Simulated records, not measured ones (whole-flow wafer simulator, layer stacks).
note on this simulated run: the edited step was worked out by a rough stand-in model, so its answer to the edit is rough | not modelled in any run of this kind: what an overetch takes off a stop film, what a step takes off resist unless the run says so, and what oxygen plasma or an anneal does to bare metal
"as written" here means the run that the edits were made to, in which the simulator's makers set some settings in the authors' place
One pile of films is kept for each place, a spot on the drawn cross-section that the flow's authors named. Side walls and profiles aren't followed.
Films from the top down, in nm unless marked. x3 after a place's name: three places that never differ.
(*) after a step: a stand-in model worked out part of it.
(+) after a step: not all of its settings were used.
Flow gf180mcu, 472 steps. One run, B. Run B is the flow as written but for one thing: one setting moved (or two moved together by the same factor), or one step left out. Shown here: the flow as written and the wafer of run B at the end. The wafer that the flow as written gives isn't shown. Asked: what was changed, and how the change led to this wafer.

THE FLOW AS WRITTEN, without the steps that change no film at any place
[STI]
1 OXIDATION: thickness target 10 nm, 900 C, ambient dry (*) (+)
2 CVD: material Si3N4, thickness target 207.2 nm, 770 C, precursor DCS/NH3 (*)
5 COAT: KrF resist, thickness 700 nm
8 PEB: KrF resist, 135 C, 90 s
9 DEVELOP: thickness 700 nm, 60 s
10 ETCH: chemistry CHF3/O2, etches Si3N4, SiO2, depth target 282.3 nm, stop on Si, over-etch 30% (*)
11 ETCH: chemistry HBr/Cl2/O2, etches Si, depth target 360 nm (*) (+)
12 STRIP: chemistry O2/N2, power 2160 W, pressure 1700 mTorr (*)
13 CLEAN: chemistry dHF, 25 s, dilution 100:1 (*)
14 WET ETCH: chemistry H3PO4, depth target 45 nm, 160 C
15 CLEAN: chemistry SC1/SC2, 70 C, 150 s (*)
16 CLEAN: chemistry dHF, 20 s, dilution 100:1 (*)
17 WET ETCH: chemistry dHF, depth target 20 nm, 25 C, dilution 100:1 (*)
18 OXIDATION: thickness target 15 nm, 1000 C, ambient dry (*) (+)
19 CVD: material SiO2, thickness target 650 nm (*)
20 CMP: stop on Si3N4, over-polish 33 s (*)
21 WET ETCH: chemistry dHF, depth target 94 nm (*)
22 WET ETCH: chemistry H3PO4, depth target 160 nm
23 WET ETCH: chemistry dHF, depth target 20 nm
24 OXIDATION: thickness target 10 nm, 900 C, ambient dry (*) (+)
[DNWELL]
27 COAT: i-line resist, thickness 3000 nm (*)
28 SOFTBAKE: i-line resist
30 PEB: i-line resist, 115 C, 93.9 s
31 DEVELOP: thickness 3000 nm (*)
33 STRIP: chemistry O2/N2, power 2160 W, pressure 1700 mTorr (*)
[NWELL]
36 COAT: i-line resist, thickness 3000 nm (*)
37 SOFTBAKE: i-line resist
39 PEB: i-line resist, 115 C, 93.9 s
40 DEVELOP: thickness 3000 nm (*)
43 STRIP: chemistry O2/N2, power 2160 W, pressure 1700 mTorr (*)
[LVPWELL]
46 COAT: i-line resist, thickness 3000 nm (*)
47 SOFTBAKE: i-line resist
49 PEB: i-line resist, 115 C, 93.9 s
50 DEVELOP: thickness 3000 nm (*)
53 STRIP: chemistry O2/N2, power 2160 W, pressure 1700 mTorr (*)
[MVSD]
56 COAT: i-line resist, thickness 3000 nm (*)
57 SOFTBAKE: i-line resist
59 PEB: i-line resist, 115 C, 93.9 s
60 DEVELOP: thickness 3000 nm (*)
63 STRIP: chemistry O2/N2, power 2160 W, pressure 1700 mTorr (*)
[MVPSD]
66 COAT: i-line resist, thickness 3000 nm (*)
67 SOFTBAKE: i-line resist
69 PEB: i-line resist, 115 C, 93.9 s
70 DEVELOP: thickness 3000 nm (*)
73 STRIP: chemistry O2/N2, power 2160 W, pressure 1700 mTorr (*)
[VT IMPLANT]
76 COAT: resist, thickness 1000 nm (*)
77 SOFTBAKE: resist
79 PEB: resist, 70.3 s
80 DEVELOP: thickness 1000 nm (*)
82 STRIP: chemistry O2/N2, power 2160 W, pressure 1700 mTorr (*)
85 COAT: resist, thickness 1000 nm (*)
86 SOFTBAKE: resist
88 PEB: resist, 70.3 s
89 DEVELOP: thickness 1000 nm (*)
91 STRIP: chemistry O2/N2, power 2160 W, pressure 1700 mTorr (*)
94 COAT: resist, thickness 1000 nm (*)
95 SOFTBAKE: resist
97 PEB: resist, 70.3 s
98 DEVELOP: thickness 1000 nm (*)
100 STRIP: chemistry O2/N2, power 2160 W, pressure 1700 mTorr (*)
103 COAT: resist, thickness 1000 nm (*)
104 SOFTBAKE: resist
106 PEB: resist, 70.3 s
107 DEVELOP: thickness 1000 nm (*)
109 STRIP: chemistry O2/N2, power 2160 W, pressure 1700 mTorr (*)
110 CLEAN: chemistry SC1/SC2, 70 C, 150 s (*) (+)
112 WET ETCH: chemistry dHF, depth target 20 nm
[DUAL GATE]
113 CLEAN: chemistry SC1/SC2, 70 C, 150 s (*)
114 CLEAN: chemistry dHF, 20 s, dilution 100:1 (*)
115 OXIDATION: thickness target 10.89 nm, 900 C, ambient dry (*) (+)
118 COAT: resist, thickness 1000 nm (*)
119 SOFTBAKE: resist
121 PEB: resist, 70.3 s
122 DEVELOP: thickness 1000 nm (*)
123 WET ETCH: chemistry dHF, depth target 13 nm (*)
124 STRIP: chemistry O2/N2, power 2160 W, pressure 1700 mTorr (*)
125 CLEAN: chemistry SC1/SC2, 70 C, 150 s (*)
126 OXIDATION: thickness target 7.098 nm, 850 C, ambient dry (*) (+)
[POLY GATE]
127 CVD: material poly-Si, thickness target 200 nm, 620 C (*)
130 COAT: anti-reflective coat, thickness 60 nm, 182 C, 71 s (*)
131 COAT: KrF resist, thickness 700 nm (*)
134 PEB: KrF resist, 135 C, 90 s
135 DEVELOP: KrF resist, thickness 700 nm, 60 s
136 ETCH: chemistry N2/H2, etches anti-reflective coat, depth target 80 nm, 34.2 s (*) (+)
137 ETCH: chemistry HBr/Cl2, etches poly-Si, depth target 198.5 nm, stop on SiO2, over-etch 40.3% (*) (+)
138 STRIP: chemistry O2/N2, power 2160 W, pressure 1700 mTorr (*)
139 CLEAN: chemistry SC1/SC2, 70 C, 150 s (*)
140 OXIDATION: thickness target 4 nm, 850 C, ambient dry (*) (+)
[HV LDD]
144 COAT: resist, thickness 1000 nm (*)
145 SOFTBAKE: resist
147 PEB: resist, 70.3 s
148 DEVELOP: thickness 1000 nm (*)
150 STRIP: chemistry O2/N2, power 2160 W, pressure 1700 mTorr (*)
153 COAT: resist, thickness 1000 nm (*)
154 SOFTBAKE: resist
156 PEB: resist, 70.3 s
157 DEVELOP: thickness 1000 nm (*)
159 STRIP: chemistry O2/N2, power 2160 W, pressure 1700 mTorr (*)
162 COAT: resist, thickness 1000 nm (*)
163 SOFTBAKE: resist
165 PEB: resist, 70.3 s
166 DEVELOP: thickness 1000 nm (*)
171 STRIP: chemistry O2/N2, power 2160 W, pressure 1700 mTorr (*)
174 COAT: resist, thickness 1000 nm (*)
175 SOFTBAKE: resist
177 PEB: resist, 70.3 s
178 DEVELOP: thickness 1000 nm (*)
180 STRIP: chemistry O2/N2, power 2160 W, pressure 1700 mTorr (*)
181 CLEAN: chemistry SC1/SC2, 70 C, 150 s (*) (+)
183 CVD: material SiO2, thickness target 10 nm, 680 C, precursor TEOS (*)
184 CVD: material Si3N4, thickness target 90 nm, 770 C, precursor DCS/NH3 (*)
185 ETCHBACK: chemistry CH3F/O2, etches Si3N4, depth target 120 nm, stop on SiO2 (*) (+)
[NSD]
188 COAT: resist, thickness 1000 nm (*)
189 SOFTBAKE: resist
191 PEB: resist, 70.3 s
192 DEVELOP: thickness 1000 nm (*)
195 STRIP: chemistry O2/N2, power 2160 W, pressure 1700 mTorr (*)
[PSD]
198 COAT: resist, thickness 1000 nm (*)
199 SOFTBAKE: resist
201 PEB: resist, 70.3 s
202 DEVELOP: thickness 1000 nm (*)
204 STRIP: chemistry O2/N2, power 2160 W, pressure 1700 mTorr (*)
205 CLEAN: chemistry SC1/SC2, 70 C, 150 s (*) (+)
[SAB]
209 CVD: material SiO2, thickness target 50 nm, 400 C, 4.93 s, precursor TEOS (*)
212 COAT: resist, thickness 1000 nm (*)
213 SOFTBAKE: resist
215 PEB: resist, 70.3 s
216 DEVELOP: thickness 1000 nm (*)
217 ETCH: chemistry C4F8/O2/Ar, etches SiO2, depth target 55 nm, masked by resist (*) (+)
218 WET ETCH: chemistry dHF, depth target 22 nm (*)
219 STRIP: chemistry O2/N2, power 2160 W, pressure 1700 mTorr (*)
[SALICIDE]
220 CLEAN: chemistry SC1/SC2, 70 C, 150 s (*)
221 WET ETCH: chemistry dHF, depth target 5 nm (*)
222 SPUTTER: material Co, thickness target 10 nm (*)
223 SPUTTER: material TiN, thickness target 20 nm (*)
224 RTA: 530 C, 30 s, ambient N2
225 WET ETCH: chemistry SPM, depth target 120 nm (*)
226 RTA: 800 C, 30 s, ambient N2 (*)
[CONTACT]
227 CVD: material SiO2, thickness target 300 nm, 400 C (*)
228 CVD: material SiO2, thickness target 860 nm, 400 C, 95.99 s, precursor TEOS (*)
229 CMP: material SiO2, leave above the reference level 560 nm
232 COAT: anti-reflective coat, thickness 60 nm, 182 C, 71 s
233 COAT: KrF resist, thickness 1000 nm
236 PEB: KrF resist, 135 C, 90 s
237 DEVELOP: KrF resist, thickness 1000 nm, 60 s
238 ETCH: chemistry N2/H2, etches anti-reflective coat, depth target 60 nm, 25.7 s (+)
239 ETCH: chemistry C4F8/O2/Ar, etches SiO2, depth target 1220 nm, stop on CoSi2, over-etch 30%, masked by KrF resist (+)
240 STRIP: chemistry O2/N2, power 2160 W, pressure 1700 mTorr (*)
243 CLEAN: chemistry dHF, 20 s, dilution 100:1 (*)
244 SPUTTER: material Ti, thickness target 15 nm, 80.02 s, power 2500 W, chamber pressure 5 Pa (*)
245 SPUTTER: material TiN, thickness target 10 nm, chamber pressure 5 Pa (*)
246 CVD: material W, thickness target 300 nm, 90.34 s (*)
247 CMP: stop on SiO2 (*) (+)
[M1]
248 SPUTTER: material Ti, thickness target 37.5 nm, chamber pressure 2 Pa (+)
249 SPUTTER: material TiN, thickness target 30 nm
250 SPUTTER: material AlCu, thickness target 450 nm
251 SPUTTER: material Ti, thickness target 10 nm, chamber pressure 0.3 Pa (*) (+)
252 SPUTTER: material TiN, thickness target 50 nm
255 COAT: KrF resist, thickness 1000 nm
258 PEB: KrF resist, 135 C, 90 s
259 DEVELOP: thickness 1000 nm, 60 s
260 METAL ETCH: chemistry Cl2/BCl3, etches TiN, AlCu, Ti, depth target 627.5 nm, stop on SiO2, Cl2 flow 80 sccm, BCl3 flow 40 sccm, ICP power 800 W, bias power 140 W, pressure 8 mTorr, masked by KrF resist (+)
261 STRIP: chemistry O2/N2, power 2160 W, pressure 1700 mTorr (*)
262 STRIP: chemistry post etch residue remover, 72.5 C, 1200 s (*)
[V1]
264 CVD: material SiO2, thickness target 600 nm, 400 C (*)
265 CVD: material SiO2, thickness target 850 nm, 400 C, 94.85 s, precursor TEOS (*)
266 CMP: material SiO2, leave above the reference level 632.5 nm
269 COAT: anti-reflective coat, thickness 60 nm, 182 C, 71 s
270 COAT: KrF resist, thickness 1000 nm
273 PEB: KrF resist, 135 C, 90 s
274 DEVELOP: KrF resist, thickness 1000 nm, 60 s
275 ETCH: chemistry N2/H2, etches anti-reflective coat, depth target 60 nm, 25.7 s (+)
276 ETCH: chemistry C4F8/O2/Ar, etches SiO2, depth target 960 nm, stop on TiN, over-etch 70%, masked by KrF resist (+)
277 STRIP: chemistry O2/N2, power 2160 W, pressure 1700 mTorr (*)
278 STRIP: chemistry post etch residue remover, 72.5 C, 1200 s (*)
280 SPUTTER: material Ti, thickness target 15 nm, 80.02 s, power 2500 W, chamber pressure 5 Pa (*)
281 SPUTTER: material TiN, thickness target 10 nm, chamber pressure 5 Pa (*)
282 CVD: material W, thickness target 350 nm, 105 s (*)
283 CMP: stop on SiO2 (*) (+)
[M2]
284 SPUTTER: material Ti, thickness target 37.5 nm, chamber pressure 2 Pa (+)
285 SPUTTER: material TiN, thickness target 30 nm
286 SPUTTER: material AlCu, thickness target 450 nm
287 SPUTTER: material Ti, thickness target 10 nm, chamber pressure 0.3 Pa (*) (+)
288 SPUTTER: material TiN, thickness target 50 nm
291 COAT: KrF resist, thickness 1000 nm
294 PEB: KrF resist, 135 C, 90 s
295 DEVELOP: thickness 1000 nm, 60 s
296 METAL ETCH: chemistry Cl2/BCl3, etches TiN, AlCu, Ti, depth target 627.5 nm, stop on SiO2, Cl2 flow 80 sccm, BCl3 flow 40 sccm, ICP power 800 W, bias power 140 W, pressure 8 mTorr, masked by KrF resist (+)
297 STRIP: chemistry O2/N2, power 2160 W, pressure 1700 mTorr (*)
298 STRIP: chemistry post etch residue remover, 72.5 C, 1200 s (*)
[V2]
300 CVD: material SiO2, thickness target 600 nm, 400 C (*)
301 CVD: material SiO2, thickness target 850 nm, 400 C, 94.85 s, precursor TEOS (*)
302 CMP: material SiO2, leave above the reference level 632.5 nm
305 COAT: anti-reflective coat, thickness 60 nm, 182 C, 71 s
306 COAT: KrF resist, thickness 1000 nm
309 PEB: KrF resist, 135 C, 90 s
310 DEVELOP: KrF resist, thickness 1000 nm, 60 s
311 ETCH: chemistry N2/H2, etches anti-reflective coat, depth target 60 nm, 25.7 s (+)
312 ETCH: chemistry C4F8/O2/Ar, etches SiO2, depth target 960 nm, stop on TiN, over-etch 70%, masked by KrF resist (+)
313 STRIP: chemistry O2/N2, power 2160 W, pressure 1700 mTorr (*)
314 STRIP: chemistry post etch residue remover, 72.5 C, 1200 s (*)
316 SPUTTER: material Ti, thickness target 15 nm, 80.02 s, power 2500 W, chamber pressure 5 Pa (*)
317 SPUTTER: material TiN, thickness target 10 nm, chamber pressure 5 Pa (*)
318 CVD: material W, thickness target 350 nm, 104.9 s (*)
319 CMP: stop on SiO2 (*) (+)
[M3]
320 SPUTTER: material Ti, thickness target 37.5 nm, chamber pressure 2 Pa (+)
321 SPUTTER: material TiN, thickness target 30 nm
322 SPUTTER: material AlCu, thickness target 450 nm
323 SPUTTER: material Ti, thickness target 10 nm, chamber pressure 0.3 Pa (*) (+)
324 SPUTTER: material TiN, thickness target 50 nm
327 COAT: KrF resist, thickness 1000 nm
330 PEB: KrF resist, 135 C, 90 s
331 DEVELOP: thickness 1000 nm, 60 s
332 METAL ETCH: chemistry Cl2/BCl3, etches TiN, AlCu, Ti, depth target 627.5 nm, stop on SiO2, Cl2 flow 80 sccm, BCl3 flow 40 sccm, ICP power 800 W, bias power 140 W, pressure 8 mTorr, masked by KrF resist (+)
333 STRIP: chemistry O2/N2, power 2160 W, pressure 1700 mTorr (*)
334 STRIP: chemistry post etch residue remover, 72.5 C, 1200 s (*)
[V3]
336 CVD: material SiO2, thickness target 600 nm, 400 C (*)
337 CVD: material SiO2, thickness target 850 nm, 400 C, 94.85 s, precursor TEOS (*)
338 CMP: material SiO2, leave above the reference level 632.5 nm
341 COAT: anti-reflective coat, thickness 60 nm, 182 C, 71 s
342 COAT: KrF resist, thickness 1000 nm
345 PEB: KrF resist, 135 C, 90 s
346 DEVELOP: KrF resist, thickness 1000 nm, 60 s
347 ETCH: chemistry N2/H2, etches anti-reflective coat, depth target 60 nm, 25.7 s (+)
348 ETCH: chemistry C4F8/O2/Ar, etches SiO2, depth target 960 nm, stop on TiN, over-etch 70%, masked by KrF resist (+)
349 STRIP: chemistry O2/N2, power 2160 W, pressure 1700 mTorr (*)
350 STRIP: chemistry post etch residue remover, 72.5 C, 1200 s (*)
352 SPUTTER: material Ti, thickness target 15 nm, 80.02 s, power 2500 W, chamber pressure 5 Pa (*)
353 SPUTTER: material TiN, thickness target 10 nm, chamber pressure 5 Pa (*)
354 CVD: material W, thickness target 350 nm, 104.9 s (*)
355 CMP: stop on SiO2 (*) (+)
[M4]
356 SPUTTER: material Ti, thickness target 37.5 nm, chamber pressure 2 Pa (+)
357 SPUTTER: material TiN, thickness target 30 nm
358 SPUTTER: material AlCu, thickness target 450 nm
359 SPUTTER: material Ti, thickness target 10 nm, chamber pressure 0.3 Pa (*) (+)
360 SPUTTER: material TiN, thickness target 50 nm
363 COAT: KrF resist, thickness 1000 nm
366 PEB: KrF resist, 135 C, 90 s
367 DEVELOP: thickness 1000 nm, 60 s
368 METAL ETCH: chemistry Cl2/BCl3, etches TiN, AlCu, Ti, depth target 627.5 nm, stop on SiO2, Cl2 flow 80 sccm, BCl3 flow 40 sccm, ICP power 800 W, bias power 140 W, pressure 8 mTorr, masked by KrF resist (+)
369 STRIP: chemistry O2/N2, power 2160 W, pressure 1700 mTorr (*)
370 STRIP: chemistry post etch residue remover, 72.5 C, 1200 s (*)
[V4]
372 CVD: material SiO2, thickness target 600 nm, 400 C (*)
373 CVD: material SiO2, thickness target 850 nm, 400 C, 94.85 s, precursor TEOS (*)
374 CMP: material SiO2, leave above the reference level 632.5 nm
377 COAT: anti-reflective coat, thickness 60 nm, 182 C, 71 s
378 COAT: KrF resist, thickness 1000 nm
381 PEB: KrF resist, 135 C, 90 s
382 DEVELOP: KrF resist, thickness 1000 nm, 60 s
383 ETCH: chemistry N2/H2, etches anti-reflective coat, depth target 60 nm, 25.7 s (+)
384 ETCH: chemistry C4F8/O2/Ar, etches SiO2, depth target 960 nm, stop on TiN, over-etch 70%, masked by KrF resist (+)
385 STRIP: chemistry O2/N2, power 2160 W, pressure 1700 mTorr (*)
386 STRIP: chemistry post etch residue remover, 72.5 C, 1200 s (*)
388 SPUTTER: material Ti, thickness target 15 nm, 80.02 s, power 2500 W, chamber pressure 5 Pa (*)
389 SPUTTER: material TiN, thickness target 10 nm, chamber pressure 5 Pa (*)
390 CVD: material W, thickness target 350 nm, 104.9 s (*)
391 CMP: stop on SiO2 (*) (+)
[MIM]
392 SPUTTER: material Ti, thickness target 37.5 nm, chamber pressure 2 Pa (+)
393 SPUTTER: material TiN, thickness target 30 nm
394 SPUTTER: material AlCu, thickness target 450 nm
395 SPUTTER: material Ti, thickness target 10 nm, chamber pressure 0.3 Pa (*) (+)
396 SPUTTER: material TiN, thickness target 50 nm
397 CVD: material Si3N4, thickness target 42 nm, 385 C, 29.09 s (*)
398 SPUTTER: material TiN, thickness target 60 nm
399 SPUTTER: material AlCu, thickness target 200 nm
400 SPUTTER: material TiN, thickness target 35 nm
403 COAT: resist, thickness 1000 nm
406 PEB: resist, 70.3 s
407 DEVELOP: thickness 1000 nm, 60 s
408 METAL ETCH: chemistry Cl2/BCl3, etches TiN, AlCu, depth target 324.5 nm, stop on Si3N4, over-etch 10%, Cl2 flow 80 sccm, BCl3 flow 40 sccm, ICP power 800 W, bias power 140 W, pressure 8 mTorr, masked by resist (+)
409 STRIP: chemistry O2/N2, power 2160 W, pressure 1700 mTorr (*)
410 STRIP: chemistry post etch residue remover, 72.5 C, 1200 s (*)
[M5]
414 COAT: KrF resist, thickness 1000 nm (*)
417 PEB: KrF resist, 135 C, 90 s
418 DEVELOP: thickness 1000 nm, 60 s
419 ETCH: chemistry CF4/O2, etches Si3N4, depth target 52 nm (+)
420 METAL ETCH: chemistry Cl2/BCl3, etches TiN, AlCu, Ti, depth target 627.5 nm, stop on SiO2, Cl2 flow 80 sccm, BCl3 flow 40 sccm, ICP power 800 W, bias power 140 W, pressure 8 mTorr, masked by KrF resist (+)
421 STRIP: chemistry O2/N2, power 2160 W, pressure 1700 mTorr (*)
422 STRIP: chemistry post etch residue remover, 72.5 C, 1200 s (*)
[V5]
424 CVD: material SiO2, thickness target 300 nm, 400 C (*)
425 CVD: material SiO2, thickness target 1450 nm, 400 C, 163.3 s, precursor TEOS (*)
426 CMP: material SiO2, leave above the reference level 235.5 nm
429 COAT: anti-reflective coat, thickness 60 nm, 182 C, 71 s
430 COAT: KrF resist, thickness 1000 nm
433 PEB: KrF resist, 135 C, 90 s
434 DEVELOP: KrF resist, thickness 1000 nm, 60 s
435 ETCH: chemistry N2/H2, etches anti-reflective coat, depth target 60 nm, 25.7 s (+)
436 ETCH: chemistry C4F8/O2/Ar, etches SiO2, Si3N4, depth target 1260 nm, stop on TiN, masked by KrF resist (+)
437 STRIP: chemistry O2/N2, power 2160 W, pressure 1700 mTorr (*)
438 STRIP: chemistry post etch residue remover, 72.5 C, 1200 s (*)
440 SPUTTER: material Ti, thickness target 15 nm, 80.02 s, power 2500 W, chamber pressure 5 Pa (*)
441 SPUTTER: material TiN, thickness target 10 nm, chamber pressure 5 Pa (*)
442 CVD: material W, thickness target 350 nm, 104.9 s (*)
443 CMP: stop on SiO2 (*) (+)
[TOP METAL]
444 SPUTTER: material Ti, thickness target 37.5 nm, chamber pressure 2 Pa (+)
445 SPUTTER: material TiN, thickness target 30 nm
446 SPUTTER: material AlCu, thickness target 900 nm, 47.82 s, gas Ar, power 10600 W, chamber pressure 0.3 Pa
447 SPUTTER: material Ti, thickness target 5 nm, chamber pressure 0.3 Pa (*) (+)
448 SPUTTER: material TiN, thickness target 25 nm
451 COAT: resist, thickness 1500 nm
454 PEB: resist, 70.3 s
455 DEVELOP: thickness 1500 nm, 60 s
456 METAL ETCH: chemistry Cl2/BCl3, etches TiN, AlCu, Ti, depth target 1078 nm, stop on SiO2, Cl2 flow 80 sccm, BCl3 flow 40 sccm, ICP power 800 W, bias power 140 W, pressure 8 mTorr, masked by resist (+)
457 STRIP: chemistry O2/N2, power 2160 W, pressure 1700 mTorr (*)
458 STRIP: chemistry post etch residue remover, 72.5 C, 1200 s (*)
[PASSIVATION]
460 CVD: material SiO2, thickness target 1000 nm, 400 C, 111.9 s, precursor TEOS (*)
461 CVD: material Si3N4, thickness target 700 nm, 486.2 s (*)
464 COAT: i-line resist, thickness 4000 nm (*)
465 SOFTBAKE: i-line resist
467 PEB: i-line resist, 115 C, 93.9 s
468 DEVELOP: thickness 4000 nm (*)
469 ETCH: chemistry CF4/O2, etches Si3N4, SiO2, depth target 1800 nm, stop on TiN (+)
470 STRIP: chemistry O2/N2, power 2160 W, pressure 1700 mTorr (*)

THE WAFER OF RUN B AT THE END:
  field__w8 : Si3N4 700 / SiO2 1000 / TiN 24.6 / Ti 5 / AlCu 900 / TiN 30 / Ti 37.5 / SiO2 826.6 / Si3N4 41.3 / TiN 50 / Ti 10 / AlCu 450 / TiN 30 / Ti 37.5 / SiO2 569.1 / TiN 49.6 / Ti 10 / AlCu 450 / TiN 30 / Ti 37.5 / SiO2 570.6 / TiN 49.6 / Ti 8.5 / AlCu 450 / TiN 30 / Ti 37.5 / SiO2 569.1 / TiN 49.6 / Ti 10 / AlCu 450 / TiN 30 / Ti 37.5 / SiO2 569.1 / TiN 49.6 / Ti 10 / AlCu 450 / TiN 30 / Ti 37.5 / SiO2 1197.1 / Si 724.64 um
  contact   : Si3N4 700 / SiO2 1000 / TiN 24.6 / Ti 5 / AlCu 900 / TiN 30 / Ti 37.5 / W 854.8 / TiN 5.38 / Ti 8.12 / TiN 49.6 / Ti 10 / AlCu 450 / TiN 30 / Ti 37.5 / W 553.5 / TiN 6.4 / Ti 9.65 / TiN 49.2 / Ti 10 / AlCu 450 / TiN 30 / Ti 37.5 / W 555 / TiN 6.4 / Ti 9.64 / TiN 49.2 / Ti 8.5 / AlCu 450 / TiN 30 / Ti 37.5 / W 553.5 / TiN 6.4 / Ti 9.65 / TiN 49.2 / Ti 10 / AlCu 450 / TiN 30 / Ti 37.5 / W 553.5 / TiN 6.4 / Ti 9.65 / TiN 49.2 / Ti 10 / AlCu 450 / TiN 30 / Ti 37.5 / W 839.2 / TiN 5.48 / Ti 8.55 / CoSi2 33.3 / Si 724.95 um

The cause: step 323, SPUTTER: thickness target 8.5 nm was run, where the flow has thickness target 10 nm.
It can be read off the wafer: field__w8 has Ti 8.5, and step 323 as written asks for 10 nm.

How the change led to this, step by step:
  323 SPUTTER: material Ti, thickness target 10 nm, chamber pressure 0.3 Pa (*) (+)
      field, field__w1, field__w2 and 108 more: Ti +8.5 (new film) (as written it would be: Ti +10 (new film))
  332 METAL ETCH: chemistry Cl2/BCl3, etches TiN, AlCu, Ti, depth target 627.5 nm, stop on SiO2, Cl2 flow 80 sccm, BCl3 flow 40 sccm, ICP power 800 W, bias power 140 W, pressure 8 mTorr, masked by KrF resist (+)
      field, field__w1, field__w2 and 103 more: TiN -50 (all of it), Ti -8.5 (all of it), AlCu -450 (all of it), TiN -30 (all of it), Ti -37.5 (all of it) (as written it would be: TiN -50 (all of it), Ti -10 (all of it), AlCu -450 (all of it), TiN -30 (all of it), Ti -37.5 (all of it))
